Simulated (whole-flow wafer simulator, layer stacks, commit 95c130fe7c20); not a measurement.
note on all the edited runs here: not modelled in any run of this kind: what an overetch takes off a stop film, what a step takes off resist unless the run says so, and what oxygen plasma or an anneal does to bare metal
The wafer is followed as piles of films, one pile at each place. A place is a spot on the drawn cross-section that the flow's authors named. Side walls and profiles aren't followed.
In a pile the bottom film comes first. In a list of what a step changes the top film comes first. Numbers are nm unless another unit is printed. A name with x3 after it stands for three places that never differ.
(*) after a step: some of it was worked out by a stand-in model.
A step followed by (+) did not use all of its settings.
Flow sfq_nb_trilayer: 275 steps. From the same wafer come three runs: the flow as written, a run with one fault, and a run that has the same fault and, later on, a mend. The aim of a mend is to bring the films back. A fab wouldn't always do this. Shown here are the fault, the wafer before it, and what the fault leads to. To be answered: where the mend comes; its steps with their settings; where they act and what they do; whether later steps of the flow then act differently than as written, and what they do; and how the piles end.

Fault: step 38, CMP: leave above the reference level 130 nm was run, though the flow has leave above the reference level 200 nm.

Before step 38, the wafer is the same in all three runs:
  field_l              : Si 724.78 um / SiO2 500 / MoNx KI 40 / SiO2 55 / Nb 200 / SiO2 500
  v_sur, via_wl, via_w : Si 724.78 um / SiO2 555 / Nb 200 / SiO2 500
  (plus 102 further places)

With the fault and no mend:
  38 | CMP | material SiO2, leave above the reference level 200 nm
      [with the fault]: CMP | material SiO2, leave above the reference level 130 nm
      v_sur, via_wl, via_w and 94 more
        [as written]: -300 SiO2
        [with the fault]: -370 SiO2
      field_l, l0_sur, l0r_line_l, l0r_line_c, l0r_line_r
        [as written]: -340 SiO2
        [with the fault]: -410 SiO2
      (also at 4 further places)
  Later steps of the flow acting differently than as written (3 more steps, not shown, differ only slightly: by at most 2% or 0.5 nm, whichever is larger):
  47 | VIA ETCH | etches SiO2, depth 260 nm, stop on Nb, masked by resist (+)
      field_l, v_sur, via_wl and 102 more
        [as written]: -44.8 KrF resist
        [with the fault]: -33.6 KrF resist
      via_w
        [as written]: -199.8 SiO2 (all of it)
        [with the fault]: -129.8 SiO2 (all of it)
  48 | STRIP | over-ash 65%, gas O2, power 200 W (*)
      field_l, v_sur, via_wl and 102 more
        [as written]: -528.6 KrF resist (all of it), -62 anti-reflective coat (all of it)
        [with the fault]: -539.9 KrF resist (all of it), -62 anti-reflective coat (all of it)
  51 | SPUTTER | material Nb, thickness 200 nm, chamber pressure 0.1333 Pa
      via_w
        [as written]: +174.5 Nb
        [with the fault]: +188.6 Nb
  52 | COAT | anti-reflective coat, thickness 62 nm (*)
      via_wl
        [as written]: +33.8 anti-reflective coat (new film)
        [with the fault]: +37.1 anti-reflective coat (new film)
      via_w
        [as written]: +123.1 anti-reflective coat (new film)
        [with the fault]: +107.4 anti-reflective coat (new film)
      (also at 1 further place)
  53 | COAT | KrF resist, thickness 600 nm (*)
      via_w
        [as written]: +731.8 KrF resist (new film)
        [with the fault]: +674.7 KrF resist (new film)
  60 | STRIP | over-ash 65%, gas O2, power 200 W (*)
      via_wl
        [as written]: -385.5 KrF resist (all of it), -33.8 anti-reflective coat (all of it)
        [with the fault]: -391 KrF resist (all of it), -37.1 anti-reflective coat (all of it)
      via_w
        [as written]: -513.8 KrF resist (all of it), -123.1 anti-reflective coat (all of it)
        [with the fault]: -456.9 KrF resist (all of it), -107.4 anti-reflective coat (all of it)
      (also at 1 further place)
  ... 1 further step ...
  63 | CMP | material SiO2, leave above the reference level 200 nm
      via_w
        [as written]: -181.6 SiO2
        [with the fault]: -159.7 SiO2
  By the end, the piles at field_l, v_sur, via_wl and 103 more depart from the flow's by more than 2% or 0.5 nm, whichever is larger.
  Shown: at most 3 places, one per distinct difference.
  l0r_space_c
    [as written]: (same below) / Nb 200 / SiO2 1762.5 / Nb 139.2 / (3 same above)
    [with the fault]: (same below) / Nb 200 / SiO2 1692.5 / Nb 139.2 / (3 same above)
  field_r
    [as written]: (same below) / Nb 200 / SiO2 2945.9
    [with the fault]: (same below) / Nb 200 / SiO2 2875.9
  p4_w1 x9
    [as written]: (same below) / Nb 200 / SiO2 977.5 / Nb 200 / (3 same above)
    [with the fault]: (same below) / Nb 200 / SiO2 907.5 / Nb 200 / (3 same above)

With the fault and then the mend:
  After step 39 comes the mend.
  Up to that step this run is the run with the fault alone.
  39a | PECVD | material SiO2, thickness 70 nm, 150 C, 15.56 s, RF power 183.3 W, pressure 2.4 Torr, precursor SiH4/N2O (the flow's step 37 again, with other settings)
      field_l, v_sur, via_wl and 103 more
        +70 SiO2
  Later steps of the flow that are run all act as written at every place that is followed.
  The piles end the same as the flow's at every place that both follow.
